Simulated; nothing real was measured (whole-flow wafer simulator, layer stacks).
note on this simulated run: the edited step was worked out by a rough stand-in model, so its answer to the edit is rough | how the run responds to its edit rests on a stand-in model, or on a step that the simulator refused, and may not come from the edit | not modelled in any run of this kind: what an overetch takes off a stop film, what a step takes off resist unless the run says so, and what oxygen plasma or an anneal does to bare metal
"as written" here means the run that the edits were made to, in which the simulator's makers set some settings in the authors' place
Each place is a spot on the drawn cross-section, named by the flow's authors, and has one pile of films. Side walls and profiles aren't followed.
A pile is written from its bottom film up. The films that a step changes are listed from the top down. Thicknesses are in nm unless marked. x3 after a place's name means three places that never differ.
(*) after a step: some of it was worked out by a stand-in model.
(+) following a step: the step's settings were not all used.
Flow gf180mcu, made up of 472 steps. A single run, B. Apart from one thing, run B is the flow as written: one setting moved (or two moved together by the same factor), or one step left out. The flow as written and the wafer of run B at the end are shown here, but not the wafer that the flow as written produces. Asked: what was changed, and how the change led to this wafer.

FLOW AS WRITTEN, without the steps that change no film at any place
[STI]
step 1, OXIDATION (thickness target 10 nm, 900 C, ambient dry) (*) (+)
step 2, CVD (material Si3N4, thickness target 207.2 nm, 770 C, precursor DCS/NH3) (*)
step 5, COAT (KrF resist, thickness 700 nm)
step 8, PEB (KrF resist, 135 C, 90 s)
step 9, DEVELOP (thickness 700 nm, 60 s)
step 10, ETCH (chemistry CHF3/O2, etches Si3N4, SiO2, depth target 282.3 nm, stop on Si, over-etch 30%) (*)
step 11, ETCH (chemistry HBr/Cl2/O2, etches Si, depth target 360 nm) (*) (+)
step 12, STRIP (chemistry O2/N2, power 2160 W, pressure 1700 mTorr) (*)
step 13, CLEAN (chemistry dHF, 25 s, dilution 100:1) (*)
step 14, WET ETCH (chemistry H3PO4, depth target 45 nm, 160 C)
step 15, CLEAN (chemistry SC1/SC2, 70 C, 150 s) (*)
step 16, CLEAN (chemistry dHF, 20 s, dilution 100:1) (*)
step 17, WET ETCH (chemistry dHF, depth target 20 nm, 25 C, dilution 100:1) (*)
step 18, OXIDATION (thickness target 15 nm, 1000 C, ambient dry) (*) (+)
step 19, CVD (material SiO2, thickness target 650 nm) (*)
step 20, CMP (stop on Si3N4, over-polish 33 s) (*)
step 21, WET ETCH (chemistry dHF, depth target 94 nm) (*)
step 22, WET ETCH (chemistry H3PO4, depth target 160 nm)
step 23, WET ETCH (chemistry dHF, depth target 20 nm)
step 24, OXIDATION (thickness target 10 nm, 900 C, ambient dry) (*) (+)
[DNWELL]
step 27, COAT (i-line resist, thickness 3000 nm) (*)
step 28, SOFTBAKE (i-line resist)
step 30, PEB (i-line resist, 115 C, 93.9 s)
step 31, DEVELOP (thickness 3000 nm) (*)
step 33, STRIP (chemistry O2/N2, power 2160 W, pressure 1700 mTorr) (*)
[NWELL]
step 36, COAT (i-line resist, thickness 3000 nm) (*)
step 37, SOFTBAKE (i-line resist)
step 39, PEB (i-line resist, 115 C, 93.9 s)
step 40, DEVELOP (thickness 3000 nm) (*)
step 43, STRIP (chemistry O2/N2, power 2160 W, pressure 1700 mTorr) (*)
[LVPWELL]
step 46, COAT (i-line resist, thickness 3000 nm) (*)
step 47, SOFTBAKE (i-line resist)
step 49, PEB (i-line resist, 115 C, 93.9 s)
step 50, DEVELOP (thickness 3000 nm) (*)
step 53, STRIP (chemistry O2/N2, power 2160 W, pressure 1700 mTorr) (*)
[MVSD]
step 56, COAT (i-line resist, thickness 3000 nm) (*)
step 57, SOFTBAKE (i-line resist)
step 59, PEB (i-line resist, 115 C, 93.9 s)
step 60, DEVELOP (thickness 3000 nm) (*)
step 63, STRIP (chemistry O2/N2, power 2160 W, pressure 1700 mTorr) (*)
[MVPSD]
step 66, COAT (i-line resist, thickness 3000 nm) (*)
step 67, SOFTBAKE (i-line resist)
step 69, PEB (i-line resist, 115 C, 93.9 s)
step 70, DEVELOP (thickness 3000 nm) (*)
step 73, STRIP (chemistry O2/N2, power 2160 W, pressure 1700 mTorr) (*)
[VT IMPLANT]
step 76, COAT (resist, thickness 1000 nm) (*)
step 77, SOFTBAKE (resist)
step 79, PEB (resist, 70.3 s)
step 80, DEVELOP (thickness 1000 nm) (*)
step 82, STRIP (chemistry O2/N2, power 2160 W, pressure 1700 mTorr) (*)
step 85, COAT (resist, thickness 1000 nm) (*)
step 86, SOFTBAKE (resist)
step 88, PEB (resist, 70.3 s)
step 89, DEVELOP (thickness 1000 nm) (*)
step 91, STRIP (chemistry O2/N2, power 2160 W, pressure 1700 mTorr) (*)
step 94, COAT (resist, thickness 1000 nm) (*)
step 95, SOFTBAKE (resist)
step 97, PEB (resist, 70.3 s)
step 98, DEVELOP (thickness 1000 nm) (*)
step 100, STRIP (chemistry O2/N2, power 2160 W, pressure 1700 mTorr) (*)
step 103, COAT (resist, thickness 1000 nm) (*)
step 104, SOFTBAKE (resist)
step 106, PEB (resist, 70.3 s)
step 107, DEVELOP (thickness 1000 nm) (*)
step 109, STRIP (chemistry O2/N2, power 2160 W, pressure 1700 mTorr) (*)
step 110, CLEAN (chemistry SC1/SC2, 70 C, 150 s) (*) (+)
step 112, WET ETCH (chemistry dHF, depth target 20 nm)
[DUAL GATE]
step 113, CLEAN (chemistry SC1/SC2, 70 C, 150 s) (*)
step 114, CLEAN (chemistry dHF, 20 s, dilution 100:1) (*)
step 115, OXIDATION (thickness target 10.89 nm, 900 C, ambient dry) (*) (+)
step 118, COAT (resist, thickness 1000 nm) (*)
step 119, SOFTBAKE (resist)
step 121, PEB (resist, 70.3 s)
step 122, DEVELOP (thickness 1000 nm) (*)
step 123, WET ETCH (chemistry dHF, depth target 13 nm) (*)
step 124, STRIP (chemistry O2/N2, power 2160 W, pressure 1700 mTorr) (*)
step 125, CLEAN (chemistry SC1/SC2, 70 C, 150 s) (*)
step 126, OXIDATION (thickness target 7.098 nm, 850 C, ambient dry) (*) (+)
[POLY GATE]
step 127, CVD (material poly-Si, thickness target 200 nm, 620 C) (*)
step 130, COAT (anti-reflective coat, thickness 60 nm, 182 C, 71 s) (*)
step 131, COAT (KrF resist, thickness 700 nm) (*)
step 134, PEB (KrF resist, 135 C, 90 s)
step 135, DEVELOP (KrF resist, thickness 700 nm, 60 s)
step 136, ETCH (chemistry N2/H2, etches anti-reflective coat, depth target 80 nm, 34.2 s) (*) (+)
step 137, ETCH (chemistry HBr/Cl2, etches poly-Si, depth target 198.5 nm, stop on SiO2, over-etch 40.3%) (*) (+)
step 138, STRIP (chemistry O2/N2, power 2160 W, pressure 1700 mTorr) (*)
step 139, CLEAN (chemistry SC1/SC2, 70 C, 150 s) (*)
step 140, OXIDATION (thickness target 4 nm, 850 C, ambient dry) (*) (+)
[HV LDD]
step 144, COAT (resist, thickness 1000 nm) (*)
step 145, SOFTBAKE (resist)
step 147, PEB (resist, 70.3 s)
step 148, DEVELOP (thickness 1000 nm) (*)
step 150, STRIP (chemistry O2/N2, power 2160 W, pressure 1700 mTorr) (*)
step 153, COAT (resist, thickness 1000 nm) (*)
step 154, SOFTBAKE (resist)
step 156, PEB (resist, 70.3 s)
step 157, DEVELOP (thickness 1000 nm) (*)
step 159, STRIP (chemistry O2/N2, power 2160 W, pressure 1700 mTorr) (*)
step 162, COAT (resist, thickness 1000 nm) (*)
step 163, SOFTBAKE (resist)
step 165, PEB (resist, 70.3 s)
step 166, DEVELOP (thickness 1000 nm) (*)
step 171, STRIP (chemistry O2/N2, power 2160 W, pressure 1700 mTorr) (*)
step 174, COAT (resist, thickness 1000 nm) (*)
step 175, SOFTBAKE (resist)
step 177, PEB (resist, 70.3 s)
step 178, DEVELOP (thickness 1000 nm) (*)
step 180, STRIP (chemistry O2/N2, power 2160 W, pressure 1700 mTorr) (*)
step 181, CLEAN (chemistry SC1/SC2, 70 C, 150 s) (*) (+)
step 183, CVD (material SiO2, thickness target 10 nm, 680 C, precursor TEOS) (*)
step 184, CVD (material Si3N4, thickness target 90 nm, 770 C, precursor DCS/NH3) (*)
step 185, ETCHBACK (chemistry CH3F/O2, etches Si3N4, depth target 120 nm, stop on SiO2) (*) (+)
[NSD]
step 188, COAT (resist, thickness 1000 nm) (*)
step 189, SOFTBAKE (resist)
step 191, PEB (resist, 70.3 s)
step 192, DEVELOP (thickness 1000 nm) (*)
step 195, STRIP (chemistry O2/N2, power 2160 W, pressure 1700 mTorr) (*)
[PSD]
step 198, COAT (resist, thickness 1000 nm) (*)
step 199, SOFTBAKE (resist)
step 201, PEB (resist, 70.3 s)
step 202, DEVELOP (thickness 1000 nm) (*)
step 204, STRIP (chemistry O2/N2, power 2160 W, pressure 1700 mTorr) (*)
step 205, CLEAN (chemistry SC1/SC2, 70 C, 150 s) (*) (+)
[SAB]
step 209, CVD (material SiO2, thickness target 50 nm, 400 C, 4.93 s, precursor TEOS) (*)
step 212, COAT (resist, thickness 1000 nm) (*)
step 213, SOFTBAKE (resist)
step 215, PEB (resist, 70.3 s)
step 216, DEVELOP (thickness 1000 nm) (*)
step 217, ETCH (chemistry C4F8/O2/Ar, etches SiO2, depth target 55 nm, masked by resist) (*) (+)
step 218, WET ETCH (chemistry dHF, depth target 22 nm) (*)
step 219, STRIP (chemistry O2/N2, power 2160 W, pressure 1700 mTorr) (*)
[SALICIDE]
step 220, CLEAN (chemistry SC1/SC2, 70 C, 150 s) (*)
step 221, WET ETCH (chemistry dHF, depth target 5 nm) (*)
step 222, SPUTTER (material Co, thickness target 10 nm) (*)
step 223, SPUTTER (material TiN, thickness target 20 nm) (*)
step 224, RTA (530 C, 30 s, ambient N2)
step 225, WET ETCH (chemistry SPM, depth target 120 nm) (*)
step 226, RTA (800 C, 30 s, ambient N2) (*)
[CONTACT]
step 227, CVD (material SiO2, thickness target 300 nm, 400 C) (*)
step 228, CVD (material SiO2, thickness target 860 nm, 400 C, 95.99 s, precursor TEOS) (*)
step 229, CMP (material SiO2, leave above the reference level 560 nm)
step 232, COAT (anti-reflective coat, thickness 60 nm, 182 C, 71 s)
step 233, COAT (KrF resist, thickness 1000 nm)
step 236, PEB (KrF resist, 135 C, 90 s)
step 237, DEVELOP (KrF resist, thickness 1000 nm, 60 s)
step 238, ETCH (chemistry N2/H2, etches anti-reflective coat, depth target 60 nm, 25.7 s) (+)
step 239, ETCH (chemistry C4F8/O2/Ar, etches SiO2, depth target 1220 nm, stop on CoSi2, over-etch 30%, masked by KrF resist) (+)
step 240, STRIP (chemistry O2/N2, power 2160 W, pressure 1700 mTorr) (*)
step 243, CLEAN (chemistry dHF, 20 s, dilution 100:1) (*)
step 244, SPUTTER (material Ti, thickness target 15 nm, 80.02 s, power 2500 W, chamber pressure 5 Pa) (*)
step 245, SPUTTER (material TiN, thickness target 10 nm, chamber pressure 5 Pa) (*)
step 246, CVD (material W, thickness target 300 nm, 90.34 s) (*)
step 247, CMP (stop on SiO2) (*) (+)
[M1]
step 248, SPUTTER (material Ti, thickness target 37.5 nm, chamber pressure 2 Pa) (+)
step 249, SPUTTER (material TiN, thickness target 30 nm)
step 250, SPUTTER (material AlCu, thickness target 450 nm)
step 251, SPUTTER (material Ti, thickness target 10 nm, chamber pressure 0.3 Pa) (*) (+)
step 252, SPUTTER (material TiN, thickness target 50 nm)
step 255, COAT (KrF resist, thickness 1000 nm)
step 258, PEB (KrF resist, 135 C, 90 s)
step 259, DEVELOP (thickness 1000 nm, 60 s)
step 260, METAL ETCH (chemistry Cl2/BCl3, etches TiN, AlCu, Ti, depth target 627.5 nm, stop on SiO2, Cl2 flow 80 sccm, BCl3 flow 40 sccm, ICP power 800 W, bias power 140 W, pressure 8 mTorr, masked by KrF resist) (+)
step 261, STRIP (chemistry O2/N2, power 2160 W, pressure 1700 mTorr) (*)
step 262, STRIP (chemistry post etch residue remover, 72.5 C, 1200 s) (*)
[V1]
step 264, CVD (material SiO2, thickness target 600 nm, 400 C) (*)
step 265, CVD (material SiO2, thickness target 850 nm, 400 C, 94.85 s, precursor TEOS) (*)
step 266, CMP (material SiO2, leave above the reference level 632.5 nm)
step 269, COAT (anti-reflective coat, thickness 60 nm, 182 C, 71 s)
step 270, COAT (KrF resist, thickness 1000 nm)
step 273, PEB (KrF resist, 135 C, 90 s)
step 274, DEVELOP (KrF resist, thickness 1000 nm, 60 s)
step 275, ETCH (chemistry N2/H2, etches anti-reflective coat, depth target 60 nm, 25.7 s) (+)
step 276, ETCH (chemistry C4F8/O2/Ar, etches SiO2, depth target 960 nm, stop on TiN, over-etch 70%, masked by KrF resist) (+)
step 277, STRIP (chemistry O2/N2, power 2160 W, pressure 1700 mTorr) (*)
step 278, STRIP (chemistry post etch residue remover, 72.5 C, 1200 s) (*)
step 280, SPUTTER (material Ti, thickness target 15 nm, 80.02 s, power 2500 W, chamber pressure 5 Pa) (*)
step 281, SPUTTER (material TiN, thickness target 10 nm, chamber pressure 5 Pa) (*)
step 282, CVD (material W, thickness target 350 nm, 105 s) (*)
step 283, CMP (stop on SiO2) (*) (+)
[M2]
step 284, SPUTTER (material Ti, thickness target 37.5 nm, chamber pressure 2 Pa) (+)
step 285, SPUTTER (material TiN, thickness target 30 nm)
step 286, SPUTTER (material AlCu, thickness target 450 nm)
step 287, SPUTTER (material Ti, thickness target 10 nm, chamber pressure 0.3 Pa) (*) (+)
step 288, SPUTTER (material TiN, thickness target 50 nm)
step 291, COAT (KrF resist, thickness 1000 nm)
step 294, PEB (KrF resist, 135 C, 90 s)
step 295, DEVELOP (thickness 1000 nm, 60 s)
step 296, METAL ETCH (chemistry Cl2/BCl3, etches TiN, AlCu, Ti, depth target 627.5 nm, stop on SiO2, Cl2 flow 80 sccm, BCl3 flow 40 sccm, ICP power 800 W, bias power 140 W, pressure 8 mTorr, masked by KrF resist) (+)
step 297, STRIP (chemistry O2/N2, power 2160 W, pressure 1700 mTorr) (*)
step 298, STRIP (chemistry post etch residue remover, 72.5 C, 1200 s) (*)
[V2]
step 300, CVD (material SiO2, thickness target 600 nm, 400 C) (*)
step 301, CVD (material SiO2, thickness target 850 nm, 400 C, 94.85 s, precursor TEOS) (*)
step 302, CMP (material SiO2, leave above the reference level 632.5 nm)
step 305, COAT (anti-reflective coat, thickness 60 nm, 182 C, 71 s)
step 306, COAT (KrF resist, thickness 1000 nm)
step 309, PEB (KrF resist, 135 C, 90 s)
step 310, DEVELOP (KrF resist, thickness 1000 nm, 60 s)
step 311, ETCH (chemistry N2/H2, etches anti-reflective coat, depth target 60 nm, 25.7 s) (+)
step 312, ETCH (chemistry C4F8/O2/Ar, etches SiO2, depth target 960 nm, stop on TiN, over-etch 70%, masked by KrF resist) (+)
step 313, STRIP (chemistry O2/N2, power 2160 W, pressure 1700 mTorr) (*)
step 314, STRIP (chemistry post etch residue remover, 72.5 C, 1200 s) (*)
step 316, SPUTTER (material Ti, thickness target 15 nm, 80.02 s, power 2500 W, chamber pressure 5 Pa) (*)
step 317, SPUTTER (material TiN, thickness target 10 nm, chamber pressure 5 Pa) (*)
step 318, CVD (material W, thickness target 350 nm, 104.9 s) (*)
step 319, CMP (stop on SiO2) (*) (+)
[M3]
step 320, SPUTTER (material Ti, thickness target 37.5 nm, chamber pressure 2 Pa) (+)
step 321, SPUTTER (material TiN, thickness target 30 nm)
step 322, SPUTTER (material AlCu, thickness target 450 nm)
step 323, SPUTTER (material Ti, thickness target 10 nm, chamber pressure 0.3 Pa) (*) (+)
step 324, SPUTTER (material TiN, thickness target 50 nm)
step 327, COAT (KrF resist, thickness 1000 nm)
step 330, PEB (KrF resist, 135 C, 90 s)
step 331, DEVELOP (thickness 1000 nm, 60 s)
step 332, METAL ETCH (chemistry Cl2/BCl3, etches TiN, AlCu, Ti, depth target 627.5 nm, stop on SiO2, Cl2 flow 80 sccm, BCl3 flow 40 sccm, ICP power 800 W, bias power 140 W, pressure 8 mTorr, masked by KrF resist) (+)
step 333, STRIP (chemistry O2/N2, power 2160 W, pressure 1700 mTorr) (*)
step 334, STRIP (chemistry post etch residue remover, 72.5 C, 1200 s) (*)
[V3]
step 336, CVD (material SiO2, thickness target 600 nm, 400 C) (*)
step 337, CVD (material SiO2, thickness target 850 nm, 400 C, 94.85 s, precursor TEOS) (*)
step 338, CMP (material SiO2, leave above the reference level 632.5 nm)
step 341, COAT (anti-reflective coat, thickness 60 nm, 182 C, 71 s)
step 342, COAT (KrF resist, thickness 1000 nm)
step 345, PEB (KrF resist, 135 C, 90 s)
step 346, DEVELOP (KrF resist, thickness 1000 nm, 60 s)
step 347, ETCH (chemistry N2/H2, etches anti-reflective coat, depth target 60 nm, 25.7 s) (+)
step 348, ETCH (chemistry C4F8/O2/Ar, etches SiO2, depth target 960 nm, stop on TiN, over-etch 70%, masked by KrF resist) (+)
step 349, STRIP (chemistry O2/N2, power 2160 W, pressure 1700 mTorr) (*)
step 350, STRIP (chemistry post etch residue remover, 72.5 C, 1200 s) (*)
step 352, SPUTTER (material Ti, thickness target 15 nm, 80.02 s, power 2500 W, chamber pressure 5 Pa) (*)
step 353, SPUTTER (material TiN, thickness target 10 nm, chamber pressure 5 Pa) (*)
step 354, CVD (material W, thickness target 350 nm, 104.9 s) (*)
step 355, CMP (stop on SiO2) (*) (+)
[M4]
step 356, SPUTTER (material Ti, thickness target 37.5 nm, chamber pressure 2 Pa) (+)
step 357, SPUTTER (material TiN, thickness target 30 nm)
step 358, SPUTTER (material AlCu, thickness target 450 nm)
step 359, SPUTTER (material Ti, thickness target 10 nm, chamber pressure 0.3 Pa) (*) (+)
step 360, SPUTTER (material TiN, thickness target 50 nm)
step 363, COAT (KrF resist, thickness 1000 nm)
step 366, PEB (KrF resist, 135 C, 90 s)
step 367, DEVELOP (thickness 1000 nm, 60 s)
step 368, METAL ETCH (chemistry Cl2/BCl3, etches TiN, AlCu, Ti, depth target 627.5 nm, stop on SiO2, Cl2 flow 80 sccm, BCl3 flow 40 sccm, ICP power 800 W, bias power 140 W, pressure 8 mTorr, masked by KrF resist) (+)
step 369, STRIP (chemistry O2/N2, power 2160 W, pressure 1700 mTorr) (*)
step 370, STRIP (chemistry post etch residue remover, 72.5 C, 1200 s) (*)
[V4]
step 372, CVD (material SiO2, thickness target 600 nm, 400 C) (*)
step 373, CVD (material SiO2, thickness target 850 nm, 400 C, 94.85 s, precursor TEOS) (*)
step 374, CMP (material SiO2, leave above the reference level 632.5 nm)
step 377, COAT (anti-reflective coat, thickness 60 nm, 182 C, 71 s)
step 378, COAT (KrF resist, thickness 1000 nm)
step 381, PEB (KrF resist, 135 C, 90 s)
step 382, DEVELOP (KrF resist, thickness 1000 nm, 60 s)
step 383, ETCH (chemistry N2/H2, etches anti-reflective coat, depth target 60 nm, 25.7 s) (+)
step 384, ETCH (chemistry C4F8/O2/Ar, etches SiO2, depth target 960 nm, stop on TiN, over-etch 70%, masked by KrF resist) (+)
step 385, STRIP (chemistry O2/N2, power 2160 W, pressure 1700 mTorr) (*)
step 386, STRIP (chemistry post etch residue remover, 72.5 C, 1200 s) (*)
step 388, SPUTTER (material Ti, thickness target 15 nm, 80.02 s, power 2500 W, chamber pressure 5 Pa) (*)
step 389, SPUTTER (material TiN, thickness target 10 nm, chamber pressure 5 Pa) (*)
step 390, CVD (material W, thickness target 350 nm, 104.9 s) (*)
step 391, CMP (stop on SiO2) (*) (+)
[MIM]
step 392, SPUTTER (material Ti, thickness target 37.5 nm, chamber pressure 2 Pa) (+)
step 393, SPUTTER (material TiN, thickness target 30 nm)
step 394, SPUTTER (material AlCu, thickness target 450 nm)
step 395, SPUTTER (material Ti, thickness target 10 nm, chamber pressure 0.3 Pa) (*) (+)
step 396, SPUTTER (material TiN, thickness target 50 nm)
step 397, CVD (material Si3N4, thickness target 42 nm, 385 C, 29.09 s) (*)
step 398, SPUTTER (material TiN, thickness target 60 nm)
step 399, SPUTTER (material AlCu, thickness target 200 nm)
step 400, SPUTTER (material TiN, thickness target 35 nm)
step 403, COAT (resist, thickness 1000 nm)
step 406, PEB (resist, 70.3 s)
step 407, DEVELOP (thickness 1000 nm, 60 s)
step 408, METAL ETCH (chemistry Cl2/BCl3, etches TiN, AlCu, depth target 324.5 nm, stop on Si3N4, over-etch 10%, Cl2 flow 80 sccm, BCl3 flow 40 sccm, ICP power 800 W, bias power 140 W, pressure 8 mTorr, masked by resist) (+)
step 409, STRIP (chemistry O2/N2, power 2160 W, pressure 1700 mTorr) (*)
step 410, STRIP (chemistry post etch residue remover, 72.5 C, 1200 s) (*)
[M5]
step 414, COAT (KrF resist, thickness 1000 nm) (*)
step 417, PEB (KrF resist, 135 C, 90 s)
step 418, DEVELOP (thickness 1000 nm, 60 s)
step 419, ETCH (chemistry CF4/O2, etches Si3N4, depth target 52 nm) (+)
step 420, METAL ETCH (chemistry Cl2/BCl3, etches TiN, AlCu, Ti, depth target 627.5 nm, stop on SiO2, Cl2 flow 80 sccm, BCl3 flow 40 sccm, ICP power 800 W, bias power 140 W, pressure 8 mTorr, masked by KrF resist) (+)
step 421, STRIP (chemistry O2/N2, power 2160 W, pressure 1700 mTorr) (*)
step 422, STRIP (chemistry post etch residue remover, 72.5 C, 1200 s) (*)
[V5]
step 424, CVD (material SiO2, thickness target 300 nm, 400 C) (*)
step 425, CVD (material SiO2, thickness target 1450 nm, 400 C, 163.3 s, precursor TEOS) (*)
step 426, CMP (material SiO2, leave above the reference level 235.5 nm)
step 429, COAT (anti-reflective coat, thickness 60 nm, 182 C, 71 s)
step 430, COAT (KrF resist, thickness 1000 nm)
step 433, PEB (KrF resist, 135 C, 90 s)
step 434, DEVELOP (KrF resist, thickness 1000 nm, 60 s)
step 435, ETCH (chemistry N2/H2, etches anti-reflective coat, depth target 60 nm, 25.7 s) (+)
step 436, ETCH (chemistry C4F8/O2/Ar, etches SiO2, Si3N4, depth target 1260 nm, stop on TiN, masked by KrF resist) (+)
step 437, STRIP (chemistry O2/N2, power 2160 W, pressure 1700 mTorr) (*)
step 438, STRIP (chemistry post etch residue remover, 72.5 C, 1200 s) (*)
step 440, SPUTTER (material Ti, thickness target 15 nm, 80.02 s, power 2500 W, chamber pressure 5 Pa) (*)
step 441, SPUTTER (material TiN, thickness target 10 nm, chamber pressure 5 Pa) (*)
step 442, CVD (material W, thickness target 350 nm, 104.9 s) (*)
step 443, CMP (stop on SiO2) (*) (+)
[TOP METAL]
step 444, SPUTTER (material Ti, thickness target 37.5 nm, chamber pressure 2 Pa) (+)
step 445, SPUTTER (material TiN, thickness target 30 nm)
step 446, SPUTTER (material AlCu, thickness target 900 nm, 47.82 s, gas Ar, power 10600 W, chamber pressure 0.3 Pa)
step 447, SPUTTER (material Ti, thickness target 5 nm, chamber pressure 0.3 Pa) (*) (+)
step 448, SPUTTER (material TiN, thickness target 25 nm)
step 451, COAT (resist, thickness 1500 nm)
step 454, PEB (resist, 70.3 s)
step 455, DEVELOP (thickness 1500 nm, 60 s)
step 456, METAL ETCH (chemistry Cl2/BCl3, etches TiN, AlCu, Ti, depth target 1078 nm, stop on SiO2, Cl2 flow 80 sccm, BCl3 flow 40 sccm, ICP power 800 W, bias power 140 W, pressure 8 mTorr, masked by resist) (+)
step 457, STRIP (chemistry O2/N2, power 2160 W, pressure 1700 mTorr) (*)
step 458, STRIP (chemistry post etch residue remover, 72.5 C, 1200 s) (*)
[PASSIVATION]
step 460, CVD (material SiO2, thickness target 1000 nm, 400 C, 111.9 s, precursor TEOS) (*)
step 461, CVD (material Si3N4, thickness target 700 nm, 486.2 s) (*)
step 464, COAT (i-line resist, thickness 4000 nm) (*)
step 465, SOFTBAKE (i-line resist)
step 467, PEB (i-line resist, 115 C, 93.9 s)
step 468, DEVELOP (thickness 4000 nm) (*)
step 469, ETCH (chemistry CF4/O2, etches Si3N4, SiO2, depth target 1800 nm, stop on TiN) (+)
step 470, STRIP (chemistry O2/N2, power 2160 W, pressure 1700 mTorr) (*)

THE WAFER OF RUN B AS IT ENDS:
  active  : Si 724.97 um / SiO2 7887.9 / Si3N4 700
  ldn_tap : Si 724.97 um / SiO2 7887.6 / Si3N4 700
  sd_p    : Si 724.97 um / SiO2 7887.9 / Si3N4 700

The reason: step 115, OXIDATION: 1035 C was run, while the flow as written has 900 C.

The path from the change to this, step by step:
  step 115, OXIDATION (thickness target 10.89 nm, 900 C, ambient dry) (*) (+)
      active, n_well, p_well and 40 more: SiO2 gains 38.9 (new film), Si loses 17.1 (as written it would have been: SiO2 gains 10.9 (new film), Si loses 4.79)
      sti, mim_1p0, pad and 19 more: SiO2 gains 6.32, Si loses 2.78 (as written it would have been: SiO2 gains 1.22, Si loses 0.54)
      (and at 27 other places as well)
  step 119, SOFTBAKE (resist)
      field_sub: resist loses 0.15 (as written it would have been: resist loses 0.73)
      field_sub__w2: resist loses 0.1 (as written it would have been: resist loses 0.62)
      (and at 3 other places as well)
  step 123, WET ETCH (chemistry dHF, depth target 13 nm) (*)
      active, n_well, p_well and 12 more: SiO2 loses 13 (as written it would have been: SiO2 loses 10.9 (all of it))
  step 124, STRIP (chemistry O2/N2, power 2160 W, pressure 1700 mTorr) (*)
      active, n_well, p_well and 12 more: nothing (as written it would have been: chemical SiO2 gains 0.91 (new film), Si loses 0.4)
  step 126, OXIDATION (thickness target 7.098 nm, 850 C, ambient dry) (*) (+)
      active, n_well, p_well and 12 more: SiO2 gains 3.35, Si loses 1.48 (as written it would have been: SiO2 gains 7.1 (new film), chemical SiO2 loses 0.76 (all of it), Si loses 2.79)
      gate_hv, active_hv, active_nat and 25 more: SiO2 gains 2.85, Si loses 1.25 (as written it would have been: SiO2 gains 3.72, Si loses 1.64)
  step 130, COAT (anti-reflective coat, thickness 60 nm, 182 C, 71 s) (*)
      p_well, spacer, sd_n: anti-reflective coat gains 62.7 (new film) (as written it would have been: anti-reflective coat gains 70.9 (new film))
      ldn_ch, ldp_ch: anti-reflective coat gains 62.5 (new film) (as written it would have been: anti-reflective coat gains 66.7 (new film))
      (and at 71 other places as well)
  step 136, ETCH (chemistry N2/H2, etches anti-reflective coat, depth target 80 nm, 34.2 s) (*) (+)
      p_well, spacer, sd_n: anti-reflective coat loses 62.7 (all of it), poly-Si loses 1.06 (as written it would have been: anti-reflective coat loses 70.9 (all of it), poly-Si loses 0.85)
      ldn_dft, ldp_dft: anti-reflective coat loses 55.2 (all of it), poly-Si loses 1.25 (as written it would have been: anti-reflective coat loses 48.7 (all of it), poly-Si loses 1.42)
      (and at 50 other places as well)
  step 138, STRIP (chemistry O2/N2, power 2160 W, pressure 1700 mTorr) (*)
      gate: chemical SiO2 gains 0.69 (new film), KrF resist loses 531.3 (all of it), anti-reflective coat loses 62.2 (all of it), poly-Si loses 0.3 (as written it would have been: chemical SiO2 gains 0.68 (new film), KrF resist loses 531.7 (all of it), anti-reflective coat loses 65.5 (all of it), poly-Si loses 0.3)
      gate_hv: chemical SiO2 gains 0.69 (new film), KrF resist loses 525 (all of it), anti-reflective coat loses 59.2 (all of it), poly-Si loses 0.3 (as written it would have been: chemical SiO2 gains 0.68 (new film), KrF resist loses 528.4 (all of it), anti-reflective coat loses 61 (all of it), poly-Si loses 0.3)
      (and at 19 other places as well)
  step 145, SOFTBAKE (resist)
      nw_enc_fld_lv__w3: resist loses 0.8 (as written it would have been: resist gains 2.63)
      field_sub: resist gains 10.9 (as written it would have been: resist gains 10.3)
      (and at 5 other places as well)
  step 154, SOFTBAKE (resist)
      nw_enc_fld_lv__w3: resist loses 0.8 (as written it would have been: resist gains 2.63)
      field_sub: resist gains 10.9 (as written it would have been: resist gains 10.3)
      (and at 5 other places as well)
  step 163, SOFTBAKE (resist)
      nw_enc_fld_lv__w3: resist loses 0.8 (as written it would have been: resist gains 2.63)
      field_sub: resist gains 10.9 (as written it would have been: resist gains 10.3)
      (and at 5 other places as well)
  step 175, SOFTBAKE (resist)
      nw_enc_fld_lv__w3: resist loses 0.8 (as written it would have been: resist gains 2.63)
      field_sub: resist gains 10.9 (as written it would have been: resist gains 10.3)
      (and at 5 other places as well)
  step 189, SOFTBAKE (resist)
      nw_enc_fld_lv__w3: resist loses 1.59 (as written it would have been: resist gains 2.11)
      field_sub: resist gains 11.9 (as written it would have been: resist gains 11.3)
      (and at 4 other places as well)
  step 199, SOFTBAKE (resist)
      nw_enc_fld_lv__w3: resist loses 1.59 (as written it would have been: resist gains 2.11)
      field_sub: resist gains 11.9 (as written it would have been: resist gains 11.3)
      (and at 4 other places as well)
  step 213, SOFTBAKE (resist)
      field__w8: resist loses 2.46 (as written it would have been: resist loses 1.94)
      field_sub__w5: resist gains 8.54 (as written it would have been: resist gains 7.98)
      (and at 4 other places as well)
  step 218, WET ETCH (chemistry dHF, depth target 22 nm) (*)
      ldn_tap, ldn_src, ldn_drn, ldp_tap, ldp_src, ldp_drn, ldp_gr: SiO2 loses 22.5 (as written it would have been: SiO2 loses 16 (all of it))
      active, sd_n, iso_ntap_nw: SiO2 loses 22.6 (as written it would have been: SiO2 loses 9.01 (all of it))
      (and at 13 other places as well)
  ... 12 other steps ...
  step 471, ANNEAL (400 C, 1800 s, ambient N2/H2)
      contact: under 49 films: void gains 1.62 (new film), Ti loses 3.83, TiSi first gains 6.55 (new film), Si loses 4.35 (as written it would have been: nothing)
With metal films that touch counted as one body, active has 0 bodies; the flow as written gives 1 body.
With metal films that touch counted as one body, ldn_tap has 0 bodies; the flow as written gives 1 body.
With metal films that touch counted as one body, sd_p has 0 bodies; the flow as written gives 1 body.
